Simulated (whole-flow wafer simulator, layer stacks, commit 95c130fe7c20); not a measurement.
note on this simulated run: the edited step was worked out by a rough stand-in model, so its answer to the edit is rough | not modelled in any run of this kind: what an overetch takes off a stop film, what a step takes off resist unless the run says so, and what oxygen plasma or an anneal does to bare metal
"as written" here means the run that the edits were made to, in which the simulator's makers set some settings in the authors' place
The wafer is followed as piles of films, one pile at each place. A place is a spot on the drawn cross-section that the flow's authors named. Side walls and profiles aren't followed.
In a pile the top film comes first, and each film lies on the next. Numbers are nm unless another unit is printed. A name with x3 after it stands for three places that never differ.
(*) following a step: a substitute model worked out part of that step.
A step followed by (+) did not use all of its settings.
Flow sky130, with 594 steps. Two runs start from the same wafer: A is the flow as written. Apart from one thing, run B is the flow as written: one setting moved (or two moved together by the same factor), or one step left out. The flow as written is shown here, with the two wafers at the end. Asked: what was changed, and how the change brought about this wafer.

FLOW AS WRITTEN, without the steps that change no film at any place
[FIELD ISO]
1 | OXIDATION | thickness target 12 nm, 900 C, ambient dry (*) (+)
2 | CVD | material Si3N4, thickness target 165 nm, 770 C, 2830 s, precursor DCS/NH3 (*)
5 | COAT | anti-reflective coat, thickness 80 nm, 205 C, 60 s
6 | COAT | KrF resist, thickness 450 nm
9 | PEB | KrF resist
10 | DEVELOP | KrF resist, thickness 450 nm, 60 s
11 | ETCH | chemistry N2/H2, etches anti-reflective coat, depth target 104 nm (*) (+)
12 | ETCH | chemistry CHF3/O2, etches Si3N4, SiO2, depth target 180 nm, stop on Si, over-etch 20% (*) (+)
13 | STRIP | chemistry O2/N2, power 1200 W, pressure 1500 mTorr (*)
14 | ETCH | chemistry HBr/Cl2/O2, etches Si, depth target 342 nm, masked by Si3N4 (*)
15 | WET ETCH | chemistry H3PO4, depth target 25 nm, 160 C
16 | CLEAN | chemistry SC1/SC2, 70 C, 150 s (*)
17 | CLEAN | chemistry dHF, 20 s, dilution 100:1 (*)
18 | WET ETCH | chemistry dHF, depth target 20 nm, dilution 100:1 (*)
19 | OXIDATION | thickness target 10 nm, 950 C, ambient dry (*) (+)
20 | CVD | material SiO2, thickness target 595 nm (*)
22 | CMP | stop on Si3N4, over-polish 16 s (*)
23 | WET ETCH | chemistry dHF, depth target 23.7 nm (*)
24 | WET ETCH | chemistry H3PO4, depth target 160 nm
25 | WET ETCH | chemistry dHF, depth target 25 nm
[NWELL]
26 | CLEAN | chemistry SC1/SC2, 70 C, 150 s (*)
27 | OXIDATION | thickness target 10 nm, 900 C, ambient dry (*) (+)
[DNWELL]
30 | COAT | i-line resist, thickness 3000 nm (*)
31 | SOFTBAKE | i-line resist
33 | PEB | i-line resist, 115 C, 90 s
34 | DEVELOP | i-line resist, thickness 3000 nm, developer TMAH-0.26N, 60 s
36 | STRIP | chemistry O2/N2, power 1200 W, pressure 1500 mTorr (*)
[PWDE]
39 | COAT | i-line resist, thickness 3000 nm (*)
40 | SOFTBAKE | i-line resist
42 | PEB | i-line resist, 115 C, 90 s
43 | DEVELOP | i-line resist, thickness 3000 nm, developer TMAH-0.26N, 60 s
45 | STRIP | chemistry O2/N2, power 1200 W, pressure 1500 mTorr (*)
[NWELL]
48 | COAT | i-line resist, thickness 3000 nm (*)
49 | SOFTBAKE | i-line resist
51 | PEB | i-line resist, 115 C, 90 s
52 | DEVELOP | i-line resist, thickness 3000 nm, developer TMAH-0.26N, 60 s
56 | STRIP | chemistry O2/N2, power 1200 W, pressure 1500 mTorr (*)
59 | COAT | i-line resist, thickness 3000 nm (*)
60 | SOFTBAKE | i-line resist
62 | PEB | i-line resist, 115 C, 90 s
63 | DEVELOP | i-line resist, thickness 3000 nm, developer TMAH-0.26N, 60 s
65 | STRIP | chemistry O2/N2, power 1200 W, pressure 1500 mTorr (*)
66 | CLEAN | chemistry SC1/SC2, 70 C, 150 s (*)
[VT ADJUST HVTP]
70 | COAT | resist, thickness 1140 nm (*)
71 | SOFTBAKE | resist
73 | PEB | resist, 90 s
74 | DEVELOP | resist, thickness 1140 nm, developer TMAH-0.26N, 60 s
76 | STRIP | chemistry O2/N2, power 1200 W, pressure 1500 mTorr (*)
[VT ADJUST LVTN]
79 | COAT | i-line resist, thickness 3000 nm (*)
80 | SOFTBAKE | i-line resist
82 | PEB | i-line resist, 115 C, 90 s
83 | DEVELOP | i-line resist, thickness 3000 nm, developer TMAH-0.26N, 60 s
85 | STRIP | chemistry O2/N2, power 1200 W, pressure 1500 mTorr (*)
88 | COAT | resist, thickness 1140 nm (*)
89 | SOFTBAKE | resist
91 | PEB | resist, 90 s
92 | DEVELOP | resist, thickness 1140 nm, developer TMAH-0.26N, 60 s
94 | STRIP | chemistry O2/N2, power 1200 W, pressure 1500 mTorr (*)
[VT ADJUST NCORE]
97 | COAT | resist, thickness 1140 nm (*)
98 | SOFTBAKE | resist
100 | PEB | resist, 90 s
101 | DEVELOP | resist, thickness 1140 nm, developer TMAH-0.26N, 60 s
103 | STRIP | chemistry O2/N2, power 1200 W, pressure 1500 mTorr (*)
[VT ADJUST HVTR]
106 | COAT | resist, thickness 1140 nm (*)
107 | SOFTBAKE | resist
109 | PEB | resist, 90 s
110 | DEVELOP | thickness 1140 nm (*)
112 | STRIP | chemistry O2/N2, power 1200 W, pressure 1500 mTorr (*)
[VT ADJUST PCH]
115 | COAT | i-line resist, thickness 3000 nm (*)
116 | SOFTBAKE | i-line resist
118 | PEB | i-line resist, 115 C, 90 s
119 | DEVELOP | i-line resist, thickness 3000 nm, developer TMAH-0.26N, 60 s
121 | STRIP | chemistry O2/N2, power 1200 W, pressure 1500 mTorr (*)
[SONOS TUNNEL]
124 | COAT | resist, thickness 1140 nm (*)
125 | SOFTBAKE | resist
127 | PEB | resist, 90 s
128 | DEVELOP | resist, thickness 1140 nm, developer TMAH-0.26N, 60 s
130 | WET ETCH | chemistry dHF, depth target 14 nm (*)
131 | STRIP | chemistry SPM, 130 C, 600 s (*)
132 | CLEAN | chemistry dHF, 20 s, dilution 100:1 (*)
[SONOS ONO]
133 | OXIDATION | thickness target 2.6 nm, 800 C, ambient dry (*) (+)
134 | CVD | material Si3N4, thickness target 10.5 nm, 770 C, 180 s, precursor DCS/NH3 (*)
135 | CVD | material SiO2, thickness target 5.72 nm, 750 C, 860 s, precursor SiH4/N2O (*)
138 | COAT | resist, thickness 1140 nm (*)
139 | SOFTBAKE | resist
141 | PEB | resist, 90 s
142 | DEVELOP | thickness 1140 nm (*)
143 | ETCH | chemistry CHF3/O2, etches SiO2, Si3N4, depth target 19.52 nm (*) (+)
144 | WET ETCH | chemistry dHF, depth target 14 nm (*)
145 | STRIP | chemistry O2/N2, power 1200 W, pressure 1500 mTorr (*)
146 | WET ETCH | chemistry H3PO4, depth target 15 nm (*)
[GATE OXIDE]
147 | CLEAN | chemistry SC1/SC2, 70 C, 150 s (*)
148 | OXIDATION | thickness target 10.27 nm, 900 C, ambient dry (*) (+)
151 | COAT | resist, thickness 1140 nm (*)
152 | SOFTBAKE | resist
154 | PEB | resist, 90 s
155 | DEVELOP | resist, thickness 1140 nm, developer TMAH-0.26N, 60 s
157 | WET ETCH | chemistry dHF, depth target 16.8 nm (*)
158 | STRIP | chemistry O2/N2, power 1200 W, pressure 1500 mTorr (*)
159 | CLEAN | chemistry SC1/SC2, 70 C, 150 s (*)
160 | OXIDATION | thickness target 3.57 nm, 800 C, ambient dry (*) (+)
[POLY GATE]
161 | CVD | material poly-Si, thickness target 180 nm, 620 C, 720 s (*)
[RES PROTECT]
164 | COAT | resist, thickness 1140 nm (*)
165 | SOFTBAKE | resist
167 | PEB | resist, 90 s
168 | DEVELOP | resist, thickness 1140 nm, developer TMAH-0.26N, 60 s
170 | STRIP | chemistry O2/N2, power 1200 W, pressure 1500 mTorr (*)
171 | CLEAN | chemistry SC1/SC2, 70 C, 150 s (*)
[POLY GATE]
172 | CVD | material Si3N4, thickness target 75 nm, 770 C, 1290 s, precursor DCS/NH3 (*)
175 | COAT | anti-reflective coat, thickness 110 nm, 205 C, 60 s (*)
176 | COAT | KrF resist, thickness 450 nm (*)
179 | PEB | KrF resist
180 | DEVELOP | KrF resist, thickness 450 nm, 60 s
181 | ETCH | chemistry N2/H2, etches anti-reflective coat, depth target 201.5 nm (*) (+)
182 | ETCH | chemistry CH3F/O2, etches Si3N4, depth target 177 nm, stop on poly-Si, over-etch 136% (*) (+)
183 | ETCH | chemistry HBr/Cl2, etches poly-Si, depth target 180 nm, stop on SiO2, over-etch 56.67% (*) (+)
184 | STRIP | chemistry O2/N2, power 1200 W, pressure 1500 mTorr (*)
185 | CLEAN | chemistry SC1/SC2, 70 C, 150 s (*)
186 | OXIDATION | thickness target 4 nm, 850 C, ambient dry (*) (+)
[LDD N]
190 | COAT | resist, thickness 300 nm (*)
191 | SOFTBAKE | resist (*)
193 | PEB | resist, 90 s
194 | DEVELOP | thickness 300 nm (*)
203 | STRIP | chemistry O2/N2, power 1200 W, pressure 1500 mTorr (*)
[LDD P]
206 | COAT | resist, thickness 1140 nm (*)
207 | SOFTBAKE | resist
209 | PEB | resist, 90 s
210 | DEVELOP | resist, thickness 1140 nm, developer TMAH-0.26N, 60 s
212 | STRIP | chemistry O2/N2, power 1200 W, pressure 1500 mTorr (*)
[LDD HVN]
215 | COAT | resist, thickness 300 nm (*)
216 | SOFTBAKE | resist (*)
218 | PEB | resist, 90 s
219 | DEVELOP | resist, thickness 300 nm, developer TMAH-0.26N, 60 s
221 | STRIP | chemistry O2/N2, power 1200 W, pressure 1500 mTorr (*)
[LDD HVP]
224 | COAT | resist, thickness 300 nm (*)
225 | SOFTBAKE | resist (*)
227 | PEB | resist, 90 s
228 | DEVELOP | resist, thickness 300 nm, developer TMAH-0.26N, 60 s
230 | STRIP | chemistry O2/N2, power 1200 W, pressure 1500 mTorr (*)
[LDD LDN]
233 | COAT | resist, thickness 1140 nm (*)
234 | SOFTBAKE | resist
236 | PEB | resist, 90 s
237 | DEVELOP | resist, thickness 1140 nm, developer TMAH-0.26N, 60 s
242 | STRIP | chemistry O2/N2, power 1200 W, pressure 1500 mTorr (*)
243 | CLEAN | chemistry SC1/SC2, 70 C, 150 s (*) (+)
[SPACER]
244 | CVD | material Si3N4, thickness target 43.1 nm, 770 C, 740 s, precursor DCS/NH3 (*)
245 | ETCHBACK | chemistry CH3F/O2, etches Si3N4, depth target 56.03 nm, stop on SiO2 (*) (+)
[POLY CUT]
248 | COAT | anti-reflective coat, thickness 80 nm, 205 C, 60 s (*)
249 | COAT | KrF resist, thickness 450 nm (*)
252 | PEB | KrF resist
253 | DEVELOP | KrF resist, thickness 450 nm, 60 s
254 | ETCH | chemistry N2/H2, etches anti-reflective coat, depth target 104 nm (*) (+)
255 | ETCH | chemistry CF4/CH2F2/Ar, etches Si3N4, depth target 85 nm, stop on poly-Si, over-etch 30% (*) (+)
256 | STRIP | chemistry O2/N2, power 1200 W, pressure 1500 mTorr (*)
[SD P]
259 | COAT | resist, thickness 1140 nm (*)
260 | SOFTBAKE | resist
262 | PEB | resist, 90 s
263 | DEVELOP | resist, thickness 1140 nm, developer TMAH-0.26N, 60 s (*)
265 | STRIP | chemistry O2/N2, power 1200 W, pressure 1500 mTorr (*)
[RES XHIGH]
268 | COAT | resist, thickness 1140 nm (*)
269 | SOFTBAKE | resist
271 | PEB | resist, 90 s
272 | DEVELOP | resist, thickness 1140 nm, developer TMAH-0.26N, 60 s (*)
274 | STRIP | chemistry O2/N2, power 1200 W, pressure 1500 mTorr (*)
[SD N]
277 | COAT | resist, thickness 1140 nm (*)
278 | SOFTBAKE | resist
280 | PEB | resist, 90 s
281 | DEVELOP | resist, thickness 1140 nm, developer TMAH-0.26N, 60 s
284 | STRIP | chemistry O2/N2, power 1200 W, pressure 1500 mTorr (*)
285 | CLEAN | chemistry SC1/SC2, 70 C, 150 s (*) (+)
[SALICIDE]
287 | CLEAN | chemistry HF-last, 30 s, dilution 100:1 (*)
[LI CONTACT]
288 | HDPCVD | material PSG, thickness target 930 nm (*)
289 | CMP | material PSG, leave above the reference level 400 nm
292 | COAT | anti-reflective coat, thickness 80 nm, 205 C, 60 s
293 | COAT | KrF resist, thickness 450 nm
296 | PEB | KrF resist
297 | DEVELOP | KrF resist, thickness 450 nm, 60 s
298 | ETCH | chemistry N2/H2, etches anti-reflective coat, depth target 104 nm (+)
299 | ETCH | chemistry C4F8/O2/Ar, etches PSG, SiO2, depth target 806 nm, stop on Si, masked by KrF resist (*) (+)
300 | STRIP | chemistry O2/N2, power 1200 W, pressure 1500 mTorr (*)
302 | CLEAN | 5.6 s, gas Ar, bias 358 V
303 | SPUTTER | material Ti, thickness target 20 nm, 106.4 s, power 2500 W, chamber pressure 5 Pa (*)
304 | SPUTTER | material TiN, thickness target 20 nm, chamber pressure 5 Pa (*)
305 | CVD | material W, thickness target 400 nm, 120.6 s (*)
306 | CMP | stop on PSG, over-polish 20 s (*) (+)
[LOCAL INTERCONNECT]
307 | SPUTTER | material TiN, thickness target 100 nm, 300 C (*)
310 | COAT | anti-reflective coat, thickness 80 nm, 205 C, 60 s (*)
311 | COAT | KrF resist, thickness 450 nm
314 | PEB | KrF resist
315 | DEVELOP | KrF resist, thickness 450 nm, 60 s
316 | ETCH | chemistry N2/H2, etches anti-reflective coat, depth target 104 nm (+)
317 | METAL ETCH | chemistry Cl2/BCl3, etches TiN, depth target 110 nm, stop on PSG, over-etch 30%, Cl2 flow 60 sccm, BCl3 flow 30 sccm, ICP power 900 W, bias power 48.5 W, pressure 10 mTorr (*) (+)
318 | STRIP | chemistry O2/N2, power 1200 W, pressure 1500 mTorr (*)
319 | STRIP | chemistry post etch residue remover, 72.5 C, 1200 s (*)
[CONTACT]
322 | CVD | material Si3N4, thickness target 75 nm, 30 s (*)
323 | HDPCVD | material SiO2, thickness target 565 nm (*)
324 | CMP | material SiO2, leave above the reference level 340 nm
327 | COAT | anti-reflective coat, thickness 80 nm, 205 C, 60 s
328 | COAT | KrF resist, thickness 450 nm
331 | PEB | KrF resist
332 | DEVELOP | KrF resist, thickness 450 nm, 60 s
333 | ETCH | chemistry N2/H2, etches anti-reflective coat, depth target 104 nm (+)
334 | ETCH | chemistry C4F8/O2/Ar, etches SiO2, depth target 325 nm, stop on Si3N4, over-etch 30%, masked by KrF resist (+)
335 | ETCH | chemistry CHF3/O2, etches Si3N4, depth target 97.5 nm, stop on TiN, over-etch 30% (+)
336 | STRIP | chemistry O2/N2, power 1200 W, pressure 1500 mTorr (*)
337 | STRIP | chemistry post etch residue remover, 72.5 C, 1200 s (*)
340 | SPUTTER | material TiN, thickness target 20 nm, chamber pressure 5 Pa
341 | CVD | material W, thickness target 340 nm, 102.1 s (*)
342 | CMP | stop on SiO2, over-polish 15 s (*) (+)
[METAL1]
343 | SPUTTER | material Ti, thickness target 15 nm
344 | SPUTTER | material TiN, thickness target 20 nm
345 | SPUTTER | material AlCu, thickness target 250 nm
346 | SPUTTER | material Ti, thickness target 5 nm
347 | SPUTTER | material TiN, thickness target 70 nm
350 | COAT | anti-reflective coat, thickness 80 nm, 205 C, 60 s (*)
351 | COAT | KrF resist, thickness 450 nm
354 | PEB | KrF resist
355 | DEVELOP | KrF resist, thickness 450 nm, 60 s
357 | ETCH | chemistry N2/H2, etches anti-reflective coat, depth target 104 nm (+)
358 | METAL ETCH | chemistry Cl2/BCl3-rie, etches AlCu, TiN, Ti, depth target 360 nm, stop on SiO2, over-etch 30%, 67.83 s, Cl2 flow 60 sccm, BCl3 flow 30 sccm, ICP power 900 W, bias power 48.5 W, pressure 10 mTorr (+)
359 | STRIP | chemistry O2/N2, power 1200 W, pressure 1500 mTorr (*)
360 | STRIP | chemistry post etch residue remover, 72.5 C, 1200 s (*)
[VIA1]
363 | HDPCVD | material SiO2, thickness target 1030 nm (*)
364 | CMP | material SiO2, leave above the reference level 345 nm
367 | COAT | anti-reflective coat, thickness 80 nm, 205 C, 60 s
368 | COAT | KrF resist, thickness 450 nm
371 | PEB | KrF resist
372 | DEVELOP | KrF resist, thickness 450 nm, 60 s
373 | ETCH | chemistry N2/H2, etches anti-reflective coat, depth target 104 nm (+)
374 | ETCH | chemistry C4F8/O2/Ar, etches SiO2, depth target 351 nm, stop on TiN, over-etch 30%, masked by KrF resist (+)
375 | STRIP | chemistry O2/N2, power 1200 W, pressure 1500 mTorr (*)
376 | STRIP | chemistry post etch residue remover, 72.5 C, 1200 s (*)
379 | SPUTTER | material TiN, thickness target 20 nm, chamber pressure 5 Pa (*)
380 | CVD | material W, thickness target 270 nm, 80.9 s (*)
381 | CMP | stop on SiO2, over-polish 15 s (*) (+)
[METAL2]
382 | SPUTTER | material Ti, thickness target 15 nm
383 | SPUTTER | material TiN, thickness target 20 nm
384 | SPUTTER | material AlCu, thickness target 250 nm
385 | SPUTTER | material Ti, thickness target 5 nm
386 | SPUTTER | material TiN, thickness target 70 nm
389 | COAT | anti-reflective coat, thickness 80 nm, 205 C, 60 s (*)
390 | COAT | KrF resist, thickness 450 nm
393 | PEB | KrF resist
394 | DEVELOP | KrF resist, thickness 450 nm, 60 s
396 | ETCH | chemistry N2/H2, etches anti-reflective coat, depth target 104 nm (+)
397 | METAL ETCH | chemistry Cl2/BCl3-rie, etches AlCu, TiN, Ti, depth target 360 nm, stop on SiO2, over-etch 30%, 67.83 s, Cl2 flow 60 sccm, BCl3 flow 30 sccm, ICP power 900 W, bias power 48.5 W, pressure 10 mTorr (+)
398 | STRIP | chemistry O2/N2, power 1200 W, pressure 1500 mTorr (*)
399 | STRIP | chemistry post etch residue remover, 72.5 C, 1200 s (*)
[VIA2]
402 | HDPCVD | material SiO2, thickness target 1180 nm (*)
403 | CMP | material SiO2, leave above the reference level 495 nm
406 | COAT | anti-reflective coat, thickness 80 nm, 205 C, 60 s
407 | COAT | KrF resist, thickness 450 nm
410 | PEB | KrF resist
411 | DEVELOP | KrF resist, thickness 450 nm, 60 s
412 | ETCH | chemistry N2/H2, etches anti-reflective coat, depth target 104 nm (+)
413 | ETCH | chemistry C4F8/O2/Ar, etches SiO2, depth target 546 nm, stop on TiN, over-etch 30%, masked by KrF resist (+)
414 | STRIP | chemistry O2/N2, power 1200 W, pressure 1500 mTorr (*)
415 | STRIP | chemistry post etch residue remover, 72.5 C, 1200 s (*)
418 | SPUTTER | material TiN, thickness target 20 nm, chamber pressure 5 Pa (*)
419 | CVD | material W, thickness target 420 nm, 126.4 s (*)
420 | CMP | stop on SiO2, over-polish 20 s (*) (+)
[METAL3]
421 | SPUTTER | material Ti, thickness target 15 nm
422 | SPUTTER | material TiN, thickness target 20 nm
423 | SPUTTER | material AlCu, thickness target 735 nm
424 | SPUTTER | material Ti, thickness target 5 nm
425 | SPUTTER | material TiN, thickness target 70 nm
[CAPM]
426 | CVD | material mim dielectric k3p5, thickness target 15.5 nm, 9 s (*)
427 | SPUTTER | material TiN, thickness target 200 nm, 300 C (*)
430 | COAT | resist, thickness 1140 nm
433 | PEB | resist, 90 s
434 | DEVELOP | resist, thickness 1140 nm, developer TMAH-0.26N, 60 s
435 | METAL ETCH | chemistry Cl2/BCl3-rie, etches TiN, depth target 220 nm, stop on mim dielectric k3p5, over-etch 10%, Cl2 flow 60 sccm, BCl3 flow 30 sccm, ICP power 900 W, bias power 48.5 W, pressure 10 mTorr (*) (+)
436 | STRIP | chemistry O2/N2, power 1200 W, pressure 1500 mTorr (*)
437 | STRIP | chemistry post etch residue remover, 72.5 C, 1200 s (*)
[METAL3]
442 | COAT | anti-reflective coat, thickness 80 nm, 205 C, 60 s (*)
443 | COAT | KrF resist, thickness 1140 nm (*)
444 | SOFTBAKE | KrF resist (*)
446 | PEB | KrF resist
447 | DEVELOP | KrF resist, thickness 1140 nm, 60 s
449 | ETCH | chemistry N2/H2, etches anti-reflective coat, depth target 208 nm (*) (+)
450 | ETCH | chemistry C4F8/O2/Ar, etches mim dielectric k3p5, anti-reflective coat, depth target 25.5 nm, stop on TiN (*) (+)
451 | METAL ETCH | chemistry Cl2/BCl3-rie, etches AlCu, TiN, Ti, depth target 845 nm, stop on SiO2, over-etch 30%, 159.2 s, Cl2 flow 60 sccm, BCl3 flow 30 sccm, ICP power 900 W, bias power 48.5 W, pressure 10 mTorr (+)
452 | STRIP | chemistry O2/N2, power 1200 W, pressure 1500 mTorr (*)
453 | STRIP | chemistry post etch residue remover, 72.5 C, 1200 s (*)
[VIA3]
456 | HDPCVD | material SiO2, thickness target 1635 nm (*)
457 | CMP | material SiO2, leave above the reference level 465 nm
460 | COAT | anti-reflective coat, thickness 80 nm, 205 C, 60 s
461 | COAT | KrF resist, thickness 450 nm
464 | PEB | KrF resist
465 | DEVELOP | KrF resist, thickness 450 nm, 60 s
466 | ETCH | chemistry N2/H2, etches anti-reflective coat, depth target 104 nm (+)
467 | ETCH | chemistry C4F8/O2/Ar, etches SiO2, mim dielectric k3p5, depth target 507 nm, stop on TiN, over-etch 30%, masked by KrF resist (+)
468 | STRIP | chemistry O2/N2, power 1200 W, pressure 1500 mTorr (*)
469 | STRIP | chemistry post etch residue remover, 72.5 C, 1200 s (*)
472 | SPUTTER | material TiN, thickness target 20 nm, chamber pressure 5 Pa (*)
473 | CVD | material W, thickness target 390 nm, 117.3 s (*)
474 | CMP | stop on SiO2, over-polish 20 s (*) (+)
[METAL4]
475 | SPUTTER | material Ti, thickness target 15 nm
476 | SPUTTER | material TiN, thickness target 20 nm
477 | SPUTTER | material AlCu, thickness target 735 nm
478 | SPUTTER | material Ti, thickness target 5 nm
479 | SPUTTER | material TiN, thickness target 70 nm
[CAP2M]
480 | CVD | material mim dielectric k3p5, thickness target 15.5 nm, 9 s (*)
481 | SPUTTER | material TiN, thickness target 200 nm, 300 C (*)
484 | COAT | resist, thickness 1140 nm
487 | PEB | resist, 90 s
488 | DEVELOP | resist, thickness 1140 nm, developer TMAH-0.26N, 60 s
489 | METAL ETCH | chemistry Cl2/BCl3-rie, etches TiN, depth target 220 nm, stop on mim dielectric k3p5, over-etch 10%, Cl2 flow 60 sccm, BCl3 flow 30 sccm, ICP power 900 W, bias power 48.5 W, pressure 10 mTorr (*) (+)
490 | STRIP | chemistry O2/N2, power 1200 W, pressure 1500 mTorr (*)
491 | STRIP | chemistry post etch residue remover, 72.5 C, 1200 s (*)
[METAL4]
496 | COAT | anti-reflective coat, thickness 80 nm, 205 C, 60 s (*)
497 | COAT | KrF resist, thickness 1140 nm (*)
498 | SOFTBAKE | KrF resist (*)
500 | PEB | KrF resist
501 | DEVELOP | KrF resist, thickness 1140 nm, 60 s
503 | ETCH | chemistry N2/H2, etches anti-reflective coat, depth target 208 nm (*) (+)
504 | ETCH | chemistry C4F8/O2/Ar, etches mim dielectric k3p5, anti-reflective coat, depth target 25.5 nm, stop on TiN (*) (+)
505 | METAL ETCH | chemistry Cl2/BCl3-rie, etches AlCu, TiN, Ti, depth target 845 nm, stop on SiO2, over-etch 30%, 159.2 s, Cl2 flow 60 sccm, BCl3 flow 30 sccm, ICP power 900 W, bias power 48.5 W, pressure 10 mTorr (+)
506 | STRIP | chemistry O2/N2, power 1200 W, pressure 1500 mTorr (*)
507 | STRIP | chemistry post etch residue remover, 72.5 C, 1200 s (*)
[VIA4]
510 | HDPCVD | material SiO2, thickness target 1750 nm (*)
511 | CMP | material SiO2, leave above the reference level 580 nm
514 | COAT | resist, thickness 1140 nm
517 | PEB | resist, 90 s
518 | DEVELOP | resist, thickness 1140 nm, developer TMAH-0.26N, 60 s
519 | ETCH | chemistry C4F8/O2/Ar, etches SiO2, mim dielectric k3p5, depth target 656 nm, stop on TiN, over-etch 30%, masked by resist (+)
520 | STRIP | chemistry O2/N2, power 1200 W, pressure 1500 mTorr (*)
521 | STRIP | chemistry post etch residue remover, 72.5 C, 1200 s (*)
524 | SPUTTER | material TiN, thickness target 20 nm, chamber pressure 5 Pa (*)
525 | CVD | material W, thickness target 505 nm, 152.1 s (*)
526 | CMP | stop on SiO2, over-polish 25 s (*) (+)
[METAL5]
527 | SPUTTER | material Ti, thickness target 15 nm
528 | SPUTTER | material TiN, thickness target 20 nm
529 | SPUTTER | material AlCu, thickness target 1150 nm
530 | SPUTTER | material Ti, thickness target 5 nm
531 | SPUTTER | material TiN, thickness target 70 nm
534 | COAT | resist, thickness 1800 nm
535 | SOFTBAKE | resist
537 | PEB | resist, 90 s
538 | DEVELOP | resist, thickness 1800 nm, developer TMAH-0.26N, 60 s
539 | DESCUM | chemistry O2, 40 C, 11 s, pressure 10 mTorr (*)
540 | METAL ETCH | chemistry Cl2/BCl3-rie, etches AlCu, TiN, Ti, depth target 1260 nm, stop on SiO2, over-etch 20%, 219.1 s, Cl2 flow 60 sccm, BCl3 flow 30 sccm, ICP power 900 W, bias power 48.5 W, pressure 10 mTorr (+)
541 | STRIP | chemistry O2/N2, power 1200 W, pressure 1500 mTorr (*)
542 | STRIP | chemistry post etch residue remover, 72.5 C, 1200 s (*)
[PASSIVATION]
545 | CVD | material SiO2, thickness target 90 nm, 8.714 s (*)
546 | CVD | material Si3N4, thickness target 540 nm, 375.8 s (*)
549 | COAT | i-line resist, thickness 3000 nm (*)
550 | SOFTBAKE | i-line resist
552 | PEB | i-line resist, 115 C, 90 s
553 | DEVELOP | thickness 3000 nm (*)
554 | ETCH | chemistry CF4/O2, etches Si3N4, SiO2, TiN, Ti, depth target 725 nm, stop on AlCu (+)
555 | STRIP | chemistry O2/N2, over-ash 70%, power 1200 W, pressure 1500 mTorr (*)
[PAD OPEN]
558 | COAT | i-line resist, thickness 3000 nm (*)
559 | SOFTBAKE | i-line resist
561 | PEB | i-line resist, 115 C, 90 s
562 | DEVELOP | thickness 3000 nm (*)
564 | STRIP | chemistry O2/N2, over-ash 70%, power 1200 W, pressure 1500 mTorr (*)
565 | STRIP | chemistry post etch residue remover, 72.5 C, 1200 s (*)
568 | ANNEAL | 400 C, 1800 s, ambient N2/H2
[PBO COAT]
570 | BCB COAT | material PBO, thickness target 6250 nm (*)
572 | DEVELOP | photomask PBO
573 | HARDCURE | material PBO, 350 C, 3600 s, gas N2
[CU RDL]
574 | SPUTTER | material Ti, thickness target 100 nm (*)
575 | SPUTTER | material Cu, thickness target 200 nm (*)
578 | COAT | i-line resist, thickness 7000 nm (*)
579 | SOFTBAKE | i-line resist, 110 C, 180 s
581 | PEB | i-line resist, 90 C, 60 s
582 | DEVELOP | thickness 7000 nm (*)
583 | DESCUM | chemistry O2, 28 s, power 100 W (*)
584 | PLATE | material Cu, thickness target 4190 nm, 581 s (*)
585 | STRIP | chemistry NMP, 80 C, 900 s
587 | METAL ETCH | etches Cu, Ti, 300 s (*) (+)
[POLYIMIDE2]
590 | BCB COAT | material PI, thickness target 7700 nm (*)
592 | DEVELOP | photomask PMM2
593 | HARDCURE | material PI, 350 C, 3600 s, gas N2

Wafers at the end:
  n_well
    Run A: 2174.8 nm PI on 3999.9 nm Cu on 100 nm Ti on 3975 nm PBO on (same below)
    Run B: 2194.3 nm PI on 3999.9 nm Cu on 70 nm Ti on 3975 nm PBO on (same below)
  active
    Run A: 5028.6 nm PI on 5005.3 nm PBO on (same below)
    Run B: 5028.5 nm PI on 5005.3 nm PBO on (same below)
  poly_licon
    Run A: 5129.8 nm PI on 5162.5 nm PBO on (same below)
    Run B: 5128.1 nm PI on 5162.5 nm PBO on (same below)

Cause: step 574, SPUTTER: thickness target 70 nm was run, though the flow has thickness target 100 nm.
One can read it off the wafer: n_well has Ti 70, and step 574 as written asks for 100 nm.

How this came from the change, step by step:
  574 | SPUTTER | material Ti, thickness target 100 nm (*)
      field, active, n_well and 190 more: A +100 Ti (new film) | B +70 Ti (new film)
  579 | SOFTBAKE | i-line resist, 110 C, 180 s
      hv_encl: A -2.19 i-line resist | B -4.79 i-line resist
  587 | METAL ETCH | etches Cu, Ti, 300 s (*) (+)
      field, active, gate and 167 more: A -200 Cu (all of it), -100 Ti (all of it) | B -200 Cu (all of it), -70 Ti (all of it)
  590 | BCB COAT | material PI, thickness target 7700 nm (*)
      de16_gate_nw: A +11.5 um PI (new film) | B +11.48 um PI (new film)
